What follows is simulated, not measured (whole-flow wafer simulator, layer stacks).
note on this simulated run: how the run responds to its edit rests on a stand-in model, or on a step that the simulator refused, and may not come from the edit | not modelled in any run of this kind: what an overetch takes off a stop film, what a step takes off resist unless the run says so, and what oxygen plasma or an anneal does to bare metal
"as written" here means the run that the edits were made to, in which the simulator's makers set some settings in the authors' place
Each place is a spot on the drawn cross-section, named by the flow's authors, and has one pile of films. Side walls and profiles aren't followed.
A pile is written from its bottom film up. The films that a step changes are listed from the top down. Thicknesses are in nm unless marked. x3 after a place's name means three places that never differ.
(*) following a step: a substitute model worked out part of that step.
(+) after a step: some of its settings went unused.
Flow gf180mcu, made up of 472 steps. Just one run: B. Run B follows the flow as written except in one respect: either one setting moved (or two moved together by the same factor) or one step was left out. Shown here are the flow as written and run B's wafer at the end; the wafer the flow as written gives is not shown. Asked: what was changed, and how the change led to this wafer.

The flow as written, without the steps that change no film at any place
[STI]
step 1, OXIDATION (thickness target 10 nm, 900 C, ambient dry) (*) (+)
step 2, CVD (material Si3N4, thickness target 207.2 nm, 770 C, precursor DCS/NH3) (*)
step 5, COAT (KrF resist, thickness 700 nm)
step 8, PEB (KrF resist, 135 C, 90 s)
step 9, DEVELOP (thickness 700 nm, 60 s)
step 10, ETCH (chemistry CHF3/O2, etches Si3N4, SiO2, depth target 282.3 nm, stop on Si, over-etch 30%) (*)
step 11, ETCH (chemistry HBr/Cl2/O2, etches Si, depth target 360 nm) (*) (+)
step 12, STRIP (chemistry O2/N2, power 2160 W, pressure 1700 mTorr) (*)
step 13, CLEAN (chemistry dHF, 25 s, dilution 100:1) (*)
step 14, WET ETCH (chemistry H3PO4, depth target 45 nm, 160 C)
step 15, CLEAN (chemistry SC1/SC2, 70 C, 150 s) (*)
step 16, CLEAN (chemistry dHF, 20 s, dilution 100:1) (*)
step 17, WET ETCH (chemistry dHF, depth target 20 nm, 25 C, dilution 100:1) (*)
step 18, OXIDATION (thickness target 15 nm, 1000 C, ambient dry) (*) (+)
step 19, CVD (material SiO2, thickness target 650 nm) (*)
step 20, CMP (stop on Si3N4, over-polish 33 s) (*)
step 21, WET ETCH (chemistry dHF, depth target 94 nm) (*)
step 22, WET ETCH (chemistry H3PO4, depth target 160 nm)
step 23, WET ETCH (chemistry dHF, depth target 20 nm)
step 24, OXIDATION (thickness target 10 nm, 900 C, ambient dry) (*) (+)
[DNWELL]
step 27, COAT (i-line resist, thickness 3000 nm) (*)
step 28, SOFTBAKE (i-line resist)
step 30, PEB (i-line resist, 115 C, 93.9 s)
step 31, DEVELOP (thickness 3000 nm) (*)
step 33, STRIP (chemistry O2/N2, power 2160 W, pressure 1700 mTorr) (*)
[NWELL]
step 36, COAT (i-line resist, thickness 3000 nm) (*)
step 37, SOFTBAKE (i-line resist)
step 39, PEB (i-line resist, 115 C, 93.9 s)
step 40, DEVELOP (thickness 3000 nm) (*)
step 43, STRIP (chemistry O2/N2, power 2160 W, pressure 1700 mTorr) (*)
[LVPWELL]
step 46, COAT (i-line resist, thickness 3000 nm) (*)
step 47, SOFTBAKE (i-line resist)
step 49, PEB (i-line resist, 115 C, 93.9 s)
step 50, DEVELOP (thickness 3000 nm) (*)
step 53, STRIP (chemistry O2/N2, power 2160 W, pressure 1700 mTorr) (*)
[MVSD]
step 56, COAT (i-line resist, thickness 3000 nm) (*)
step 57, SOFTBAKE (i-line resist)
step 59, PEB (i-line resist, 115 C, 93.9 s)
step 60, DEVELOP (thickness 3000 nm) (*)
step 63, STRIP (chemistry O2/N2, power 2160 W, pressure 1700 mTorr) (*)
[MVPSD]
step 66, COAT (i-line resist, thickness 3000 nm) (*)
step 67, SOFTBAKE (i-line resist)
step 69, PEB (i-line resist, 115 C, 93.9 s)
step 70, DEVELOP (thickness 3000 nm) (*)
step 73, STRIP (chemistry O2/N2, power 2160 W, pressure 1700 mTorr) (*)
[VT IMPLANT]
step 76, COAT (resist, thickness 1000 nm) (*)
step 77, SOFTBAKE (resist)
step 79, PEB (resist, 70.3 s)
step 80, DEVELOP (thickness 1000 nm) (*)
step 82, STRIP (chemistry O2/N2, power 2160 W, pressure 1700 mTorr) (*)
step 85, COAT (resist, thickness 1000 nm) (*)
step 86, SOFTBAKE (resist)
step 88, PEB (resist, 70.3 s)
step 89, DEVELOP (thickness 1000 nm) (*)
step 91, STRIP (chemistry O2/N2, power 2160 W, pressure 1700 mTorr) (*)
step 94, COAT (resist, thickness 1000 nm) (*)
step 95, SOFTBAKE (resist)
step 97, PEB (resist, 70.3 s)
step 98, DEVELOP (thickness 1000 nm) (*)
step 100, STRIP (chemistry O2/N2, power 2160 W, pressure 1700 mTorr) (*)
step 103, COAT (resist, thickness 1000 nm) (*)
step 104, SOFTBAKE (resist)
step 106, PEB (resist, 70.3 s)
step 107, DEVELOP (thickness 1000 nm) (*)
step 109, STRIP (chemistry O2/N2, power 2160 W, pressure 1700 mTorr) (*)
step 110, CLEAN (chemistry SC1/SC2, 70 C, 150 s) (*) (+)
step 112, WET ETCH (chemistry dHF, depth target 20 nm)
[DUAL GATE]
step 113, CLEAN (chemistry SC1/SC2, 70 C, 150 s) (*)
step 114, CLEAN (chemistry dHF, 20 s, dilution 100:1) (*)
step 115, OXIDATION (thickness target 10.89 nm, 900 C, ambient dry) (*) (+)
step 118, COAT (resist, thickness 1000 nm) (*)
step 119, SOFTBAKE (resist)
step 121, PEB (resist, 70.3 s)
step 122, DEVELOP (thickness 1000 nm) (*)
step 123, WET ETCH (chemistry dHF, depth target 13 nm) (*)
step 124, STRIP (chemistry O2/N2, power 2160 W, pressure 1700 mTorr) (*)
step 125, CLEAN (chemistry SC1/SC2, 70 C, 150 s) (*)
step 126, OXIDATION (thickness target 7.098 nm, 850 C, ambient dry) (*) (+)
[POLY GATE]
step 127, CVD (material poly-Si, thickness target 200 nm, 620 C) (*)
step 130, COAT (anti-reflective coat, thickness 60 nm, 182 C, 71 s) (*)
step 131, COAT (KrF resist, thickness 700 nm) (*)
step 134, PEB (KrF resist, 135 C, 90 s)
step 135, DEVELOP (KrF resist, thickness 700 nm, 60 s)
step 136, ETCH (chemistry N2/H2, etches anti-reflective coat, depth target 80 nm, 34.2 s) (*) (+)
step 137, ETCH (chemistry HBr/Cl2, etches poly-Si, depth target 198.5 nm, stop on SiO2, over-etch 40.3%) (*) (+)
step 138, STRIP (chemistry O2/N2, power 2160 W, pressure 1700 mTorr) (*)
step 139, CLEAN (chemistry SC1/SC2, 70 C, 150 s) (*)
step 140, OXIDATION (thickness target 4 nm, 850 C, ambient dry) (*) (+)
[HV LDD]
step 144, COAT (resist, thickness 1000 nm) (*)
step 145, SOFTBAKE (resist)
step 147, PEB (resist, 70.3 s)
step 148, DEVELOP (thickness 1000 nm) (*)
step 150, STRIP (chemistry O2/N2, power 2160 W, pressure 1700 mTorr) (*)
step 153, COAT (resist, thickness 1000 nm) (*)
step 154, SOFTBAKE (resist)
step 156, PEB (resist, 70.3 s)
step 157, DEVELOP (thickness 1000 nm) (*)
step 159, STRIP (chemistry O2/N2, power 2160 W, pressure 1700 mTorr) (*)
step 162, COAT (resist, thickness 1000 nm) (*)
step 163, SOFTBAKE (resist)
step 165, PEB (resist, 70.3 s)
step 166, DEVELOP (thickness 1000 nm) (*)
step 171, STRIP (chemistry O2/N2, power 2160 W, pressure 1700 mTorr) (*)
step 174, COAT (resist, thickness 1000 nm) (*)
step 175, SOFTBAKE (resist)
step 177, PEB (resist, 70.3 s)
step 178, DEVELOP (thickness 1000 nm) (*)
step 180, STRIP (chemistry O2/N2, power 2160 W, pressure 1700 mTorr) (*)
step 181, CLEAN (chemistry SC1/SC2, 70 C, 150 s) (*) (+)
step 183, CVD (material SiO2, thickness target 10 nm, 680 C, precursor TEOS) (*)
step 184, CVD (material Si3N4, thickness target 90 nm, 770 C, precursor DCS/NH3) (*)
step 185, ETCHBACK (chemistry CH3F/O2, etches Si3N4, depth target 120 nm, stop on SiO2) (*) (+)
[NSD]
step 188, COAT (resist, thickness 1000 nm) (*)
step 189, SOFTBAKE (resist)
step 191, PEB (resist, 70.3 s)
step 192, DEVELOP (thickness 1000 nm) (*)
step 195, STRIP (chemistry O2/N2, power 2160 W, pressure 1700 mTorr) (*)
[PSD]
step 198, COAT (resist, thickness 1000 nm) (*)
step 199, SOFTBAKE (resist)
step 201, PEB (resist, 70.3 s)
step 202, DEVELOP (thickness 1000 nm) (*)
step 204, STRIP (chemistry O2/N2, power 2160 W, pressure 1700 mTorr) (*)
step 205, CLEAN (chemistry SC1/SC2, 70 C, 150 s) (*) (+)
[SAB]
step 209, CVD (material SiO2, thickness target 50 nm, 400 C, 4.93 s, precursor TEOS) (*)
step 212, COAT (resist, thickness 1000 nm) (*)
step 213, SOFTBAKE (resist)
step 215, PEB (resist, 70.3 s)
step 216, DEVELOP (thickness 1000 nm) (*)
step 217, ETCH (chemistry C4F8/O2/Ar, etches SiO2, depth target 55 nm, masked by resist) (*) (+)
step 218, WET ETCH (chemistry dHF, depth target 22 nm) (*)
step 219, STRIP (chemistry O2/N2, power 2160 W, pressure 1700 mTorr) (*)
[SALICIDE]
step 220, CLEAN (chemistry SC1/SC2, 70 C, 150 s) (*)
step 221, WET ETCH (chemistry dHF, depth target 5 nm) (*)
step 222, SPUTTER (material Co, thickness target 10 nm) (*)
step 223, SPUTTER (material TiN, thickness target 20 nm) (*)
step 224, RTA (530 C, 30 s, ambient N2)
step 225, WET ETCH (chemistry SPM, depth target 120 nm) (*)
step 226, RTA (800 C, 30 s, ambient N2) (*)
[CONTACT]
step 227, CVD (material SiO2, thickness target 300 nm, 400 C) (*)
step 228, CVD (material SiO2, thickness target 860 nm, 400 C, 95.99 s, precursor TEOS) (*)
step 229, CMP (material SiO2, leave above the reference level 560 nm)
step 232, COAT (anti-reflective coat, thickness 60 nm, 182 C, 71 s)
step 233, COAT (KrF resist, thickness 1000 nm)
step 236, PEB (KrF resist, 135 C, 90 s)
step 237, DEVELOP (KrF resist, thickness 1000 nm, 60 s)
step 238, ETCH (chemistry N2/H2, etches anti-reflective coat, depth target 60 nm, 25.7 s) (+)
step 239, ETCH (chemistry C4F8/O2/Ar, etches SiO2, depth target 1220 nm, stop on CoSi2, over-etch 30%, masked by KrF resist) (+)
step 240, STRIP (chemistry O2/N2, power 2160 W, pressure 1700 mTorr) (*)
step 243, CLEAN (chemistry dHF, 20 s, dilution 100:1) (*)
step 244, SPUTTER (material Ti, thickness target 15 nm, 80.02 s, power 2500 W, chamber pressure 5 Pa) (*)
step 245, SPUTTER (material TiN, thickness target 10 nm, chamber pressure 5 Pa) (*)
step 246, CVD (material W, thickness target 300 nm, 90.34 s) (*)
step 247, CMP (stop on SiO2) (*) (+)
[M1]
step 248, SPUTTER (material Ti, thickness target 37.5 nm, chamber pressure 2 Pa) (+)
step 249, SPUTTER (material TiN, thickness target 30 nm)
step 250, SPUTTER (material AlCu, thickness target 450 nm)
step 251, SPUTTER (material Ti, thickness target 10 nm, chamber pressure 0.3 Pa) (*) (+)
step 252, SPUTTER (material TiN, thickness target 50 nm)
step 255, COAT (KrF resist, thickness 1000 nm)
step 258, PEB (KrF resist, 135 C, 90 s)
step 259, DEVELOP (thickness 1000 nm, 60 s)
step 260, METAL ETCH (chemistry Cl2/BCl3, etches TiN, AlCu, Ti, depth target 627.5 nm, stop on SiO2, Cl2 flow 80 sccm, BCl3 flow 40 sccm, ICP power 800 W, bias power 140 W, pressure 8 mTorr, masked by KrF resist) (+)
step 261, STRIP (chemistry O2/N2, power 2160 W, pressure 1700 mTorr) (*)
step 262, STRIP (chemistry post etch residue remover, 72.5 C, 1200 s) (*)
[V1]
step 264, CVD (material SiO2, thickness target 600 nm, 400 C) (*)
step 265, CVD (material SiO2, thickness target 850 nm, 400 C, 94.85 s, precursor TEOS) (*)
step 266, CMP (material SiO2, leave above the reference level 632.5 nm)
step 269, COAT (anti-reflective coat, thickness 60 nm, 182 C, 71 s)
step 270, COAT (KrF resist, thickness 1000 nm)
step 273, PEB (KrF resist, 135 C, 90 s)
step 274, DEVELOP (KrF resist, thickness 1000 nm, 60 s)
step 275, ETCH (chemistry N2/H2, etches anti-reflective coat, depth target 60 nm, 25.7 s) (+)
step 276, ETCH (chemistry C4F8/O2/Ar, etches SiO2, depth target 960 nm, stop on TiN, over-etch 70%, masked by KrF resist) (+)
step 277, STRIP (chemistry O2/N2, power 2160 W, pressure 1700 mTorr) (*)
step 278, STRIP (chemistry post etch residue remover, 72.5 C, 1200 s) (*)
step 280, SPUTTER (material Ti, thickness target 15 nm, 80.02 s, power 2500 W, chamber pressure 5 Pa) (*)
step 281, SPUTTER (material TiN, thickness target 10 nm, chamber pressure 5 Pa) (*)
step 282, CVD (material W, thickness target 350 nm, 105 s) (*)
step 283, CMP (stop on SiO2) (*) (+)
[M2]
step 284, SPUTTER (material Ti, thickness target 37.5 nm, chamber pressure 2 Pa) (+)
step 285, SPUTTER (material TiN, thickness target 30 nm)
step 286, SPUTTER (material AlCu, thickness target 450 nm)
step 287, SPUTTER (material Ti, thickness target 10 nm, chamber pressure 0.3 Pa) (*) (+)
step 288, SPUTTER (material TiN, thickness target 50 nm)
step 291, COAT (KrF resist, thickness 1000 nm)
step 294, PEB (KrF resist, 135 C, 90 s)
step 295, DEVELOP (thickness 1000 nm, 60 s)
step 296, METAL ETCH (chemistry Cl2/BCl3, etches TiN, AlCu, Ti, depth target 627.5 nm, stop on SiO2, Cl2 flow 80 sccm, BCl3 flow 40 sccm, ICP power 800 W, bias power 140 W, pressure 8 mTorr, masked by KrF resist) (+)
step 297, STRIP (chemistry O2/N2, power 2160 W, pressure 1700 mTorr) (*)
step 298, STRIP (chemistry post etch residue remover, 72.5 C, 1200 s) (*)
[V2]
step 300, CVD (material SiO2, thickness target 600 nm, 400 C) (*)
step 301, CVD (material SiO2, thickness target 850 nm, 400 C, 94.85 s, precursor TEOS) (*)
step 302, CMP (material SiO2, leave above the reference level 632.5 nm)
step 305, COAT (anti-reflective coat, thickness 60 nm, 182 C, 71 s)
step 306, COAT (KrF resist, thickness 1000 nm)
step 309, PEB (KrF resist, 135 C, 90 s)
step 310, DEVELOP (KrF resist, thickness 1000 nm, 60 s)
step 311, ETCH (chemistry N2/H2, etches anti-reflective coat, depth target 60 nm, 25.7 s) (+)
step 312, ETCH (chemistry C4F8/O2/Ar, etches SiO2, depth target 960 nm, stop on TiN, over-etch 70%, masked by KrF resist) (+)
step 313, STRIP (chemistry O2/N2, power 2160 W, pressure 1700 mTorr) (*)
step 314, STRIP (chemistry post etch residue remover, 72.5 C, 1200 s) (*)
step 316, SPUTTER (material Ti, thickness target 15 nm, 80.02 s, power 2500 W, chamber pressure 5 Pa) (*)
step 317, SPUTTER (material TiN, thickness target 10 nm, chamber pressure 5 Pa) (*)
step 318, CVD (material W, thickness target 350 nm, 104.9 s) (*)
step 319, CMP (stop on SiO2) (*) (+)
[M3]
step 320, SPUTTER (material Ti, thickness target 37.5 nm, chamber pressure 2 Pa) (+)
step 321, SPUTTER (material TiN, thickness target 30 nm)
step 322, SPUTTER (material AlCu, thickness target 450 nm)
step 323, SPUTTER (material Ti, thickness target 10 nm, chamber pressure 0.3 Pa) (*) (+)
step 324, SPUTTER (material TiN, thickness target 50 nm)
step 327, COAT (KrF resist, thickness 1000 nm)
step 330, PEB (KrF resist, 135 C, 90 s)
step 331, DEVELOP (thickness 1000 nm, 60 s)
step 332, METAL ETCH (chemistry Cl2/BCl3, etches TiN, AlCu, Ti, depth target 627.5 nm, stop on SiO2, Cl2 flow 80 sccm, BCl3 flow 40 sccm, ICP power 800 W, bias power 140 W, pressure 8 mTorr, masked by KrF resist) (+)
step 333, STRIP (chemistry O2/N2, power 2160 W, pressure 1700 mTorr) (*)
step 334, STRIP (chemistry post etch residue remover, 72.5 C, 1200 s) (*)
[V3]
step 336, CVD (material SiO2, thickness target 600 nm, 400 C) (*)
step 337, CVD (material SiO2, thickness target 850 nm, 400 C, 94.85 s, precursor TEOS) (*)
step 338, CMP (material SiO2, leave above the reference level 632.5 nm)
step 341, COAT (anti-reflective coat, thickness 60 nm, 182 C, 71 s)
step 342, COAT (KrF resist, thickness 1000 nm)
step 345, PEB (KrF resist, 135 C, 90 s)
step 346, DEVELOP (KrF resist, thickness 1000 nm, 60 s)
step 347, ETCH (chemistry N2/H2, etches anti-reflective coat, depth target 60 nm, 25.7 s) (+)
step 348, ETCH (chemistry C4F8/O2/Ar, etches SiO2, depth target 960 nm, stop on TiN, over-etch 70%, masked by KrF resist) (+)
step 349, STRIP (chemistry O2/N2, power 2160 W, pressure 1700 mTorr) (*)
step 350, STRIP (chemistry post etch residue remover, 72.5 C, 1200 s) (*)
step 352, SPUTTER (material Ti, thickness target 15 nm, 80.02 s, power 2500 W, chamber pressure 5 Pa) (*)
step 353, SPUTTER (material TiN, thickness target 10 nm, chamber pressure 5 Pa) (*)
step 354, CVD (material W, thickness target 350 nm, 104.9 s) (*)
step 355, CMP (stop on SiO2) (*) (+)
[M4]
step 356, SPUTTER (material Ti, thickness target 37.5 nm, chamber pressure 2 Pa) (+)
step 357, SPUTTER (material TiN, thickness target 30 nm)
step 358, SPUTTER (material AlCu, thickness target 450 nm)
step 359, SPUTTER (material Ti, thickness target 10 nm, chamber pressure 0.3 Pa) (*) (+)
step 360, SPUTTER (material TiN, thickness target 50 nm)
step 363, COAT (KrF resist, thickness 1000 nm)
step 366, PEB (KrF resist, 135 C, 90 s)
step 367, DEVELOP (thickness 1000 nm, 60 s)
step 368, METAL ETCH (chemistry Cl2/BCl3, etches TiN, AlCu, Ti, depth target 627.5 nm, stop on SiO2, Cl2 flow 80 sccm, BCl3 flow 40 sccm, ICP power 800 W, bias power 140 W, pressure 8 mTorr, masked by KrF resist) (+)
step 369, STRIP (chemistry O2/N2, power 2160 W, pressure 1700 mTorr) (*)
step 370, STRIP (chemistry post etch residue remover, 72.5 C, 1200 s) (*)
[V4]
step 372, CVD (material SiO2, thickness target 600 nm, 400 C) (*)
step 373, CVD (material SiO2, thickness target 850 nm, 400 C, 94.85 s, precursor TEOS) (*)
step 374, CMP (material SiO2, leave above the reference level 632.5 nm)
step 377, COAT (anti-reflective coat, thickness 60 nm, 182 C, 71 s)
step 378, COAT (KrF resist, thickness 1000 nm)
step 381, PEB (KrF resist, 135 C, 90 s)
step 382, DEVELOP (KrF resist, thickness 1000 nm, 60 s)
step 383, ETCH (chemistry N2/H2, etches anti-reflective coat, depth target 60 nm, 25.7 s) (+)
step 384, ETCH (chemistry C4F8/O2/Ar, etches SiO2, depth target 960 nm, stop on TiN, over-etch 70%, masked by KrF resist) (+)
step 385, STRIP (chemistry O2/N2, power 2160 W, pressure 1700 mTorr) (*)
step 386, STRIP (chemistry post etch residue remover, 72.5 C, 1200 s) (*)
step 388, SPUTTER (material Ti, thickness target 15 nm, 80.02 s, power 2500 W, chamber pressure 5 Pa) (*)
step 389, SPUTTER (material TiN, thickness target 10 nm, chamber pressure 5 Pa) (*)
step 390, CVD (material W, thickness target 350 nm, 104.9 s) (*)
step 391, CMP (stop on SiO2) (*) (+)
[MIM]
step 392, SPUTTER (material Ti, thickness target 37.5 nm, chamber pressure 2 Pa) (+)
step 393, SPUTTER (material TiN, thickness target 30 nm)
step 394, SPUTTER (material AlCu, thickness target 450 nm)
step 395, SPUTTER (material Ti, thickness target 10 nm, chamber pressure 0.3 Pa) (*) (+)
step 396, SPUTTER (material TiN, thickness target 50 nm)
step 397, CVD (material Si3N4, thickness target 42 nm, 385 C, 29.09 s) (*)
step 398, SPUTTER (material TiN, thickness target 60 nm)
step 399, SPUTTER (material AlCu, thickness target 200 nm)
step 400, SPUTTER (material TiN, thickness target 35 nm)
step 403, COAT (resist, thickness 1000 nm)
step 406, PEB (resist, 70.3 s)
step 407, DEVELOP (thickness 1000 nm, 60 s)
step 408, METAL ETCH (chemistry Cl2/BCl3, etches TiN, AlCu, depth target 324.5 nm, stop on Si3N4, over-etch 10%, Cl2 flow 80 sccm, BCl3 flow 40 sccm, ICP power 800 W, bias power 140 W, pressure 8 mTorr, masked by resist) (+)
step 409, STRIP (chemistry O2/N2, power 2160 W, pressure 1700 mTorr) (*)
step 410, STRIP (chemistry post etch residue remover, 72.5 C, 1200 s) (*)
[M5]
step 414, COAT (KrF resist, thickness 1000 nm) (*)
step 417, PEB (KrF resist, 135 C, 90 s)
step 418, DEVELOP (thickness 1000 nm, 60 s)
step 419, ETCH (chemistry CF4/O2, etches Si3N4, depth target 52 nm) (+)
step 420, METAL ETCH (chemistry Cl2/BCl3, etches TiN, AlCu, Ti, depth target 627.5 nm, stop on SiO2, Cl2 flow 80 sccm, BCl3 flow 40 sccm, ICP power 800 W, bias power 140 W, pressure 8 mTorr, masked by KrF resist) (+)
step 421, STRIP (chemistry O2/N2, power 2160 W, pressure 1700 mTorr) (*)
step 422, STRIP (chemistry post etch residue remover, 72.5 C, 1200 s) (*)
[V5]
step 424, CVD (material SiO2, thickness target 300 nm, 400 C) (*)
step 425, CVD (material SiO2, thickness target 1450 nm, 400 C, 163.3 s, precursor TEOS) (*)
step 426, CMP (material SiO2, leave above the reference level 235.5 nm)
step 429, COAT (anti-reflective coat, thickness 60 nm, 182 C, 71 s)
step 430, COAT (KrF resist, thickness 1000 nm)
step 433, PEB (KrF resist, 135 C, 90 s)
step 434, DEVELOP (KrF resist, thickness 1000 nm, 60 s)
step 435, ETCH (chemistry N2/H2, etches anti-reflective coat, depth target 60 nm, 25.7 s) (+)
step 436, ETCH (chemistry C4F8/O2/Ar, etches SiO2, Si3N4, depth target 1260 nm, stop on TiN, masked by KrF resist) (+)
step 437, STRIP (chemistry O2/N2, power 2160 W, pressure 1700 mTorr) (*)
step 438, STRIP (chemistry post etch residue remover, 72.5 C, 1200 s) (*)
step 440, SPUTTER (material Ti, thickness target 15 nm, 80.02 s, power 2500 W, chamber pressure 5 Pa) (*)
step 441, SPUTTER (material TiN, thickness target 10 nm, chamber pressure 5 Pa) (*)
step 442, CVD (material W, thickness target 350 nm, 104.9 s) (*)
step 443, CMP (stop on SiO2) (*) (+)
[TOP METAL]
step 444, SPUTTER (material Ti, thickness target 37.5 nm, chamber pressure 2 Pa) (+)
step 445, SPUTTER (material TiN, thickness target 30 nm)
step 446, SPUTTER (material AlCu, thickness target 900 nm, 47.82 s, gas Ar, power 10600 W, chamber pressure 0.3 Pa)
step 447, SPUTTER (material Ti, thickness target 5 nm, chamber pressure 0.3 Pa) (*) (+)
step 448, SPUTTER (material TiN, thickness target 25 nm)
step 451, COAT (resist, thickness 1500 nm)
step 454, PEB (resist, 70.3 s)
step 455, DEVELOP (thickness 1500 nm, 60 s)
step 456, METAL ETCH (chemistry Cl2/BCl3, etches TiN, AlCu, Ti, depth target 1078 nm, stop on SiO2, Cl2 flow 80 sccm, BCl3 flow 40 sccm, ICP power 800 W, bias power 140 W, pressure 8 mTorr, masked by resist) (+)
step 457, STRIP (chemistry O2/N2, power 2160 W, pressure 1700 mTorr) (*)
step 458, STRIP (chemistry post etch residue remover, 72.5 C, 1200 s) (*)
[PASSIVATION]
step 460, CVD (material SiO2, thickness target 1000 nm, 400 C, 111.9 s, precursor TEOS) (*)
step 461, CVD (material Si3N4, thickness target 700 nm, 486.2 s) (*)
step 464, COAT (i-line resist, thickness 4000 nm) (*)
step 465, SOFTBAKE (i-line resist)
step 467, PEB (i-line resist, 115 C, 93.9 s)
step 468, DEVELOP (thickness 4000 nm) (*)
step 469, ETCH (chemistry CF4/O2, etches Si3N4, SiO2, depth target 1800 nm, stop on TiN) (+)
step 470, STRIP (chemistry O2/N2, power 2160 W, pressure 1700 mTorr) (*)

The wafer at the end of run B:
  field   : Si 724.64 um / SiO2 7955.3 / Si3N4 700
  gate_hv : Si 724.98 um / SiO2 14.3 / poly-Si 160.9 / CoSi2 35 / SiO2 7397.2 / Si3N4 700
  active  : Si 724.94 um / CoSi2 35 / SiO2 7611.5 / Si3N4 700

The reason: step 302, CMP: leave above the reference level 360.5 nm was run, while the flow as written has leave above the reference level 632.5 nm.

How this came from the change, step by step:
  step 302, CMP (material SiO2, leave above the reference level 632.5 nm)
      field, field__w1, field__w2 and 103 more: -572 SiO2 (it would be, as written: -300 SiO2)
      field__w8, contact, m1, m1__w1, m1_nw: -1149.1 SiO2 (it would be, as written: -877.1 SiO2)
  step 312, ETCH (chemistry C4F8/O2/Ar, etches SiO2, depth target 960 nm, stop on TiN, over-etch 70%, masked by KrF resist) (+)
      field, field__w1, field__w2 and 107 more: -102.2 KrF resist (it would be, as written: -192 KrF resist)
      contact: -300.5 SiO2 (all of it) (it would be, as written: -572.5 SiO2 (all of it))
  step 313, STRIP (chemistry O2/N2, power 2160 W, pressure 1700 mTorr) (*)
      field, field__w1, field__w2 and 107 more: -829 KrF resist (all of it), -60 anti-reflective coat (all of it) (it would be, as written: -739.2 KrF resist (all of it), -60 anti-reflective coat (all of it))
  step 316, SPUTTER (material Ti, thickness target 15 nm, 80.02 s, power 2500 W, chamber pressure 5 Pa) (*)
      contact: +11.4 Ti (new film) (it would be, as written: +9.65 Ti (new film))
  step 317, SPUTTER (material TiN, thickness target 10 nm, chamber pressure 5 Pa) (*)
      contact: +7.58 TiN (new film) (it would be, as written: +6.4 TiN (new film))
  step 318, CVD (material W, thickness target 350 nm, 104.9 s) (*)
      contact: +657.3 W (new film) (it would be, as written: +932.3 W (new film))
